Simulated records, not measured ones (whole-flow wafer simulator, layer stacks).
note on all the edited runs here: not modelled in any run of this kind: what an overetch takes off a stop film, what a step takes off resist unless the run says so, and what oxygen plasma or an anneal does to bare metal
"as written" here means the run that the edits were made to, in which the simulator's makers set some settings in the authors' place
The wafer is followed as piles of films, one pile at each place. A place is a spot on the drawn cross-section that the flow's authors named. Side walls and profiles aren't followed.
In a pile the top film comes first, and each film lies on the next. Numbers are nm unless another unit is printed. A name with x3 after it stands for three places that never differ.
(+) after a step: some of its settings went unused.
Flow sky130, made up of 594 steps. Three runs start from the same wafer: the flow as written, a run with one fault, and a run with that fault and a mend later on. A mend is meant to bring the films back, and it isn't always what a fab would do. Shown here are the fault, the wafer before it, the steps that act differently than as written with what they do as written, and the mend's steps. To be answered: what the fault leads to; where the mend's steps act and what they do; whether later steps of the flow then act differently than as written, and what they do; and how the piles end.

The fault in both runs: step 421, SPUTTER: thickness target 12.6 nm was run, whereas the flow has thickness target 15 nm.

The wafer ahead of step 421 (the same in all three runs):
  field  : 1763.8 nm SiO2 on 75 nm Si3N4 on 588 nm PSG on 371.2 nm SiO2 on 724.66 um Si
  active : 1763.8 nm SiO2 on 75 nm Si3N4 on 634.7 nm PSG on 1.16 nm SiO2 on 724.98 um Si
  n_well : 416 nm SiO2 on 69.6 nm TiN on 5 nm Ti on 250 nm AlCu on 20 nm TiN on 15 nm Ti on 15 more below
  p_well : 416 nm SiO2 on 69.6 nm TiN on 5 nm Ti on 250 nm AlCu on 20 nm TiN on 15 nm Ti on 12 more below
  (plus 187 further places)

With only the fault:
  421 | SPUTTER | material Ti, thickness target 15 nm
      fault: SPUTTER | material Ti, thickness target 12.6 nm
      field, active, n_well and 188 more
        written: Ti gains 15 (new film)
        fault: Ti gains 12.6 (new film)
  Steps later in the flow that act otherwise than as written (17 more steps, not shown, differ only slightly: by at most 2% or 0.5 nm, whichever is larger):
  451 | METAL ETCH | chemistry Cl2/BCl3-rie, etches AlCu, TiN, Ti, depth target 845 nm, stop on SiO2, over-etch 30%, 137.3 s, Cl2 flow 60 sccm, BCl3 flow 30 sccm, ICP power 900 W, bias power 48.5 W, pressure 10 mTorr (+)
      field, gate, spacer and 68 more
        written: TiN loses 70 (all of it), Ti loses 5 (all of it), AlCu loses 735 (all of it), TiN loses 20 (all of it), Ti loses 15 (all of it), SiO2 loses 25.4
        fault: TiN loses 70 (all of it), Ti loses 5 (all of it), AlCu loses 735 (all of it), TiN loses 20 (all of it), Ti loses 12.6 (all of it), SiO2 loses 25.6
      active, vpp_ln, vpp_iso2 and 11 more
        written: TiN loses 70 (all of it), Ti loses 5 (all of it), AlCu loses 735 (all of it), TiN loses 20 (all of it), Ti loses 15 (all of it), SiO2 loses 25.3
        fault: TiN loses 70 (all of it), Ti loses 5 (all of it), AlCu loses 735 (all of it), TiN loses 20 (all of it), Ti loses 12.6 (all of it), SiO2 loses 25.6
  The piles end different from the flow's at n_well, p_well, gate_hv and 104 more by more than 2% or 0.5 nm, whichever is larger.
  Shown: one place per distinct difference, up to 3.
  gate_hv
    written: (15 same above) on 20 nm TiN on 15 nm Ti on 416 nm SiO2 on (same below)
    fault: (15 same above) on 20 nm TiN on 12.6 nm Ti on 416 nm SiO2 on (same below)
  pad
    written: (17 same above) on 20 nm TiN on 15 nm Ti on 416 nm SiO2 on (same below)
    fault: (17 same above) on 20 nm TiN on 12.6 nm Ti on 416 nm SiO2 on (same below)
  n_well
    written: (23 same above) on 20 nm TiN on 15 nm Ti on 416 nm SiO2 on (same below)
    fault: (23 same above) on 20 nm TiN on 12.6 nm Ti on 416 nm SiO2 on (same below)

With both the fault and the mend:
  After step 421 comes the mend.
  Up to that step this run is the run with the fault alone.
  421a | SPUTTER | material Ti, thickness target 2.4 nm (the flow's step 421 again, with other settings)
      field, active, n_well and 188 more
        Ti gains 2.4
  Later steps of the flow that are run all act as written at every place that is followed.
  The piles end the same as the flow's at every place that both follow.
